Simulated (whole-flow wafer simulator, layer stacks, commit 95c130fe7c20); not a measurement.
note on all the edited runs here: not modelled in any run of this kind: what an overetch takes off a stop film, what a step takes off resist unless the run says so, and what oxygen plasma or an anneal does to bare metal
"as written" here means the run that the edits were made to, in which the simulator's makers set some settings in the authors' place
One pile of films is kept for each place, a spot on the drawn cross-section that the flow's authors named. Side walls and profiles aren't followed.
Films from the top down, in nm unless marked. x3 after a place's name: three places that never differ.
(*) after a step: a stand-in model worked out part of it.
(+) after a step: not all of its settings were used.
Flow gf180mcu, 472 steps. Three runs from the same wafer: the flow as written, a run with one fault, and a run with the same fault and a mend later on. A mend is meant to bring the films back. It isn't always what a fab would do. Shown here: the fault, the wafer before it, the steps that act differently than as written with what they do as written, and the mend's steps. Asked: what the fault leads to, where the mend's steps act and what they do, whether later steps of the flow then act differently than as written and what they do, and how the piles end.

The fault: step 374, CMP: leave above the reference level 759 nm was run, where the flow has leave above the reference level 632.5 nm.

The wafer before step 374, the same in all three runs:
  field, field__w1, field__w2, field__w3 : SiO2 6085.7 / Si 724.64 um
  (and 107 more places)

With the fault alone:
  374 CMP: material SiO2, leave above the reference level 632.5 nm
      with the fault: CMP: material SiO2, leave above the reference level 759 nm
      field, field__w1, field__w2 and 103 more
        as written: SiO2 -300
        with the fault: SiO2 -173.5
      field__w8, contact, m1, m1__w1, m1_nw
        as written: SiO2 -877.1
        with the fault: SiO2 -750.6
  Later steps of the flow that act differently than as written (1 more step differs only slightly, by at most 2% or 0.5 nm, whichever is larger, and isn't shown):
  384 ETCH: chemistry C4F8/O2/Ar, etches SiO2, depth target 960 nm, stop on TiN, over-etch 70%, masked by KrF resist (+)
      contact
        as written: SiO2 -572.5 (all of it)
        with the fault: SiO2 -699 (all of it)
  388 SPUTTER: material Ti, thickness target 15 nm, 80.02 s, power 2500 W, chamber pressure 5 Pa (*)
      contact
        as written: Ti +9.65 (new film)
        with the fault: Ti +8.97 (new film)
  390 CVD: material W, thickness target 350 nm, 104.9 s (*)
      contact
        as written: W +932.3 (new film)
        with the fault: W +1059.9 (new film)
  At the end the piles differ from the flow's by more than 2% or 0.5 nm, whichever is larger, at field__w4, field__w8, contact, m1, m1__w1, mim, mim_1p0, m1_nw.
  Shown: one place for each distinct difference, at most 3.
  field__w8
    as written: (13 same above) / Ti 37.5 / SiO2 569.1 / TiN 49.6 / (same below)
    with the fault: (13 same above) / Ti 37.5 / SiO2 695.6 / TiN 49.6 / (same below)
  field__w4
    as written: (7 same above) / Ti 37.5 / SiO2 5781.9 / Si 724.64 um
    with the fault: (7 same above) / Ti 37.5 / SiO2 5908.4 / Si 724.64 um
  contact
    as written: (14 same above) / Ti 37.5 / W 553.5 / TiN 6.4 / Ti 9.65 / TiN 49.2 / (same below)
    with the fault: (14 same above) / Ti 37.5 / W 681.1 / TiN 5.95 / Ti 8.97 / TiN 49.2 / (same below)

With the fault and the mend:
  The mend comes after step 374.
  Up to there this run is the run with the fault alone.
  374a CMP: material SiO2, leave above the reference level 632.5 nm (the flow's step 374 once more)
      field, field__w1, field__w2 and 108 more
        SiO2 -126.5
  No later step of the flow acts differently than as written at any place that is followed.
  At the end the piles are the same as the flow's at every place that both follow.
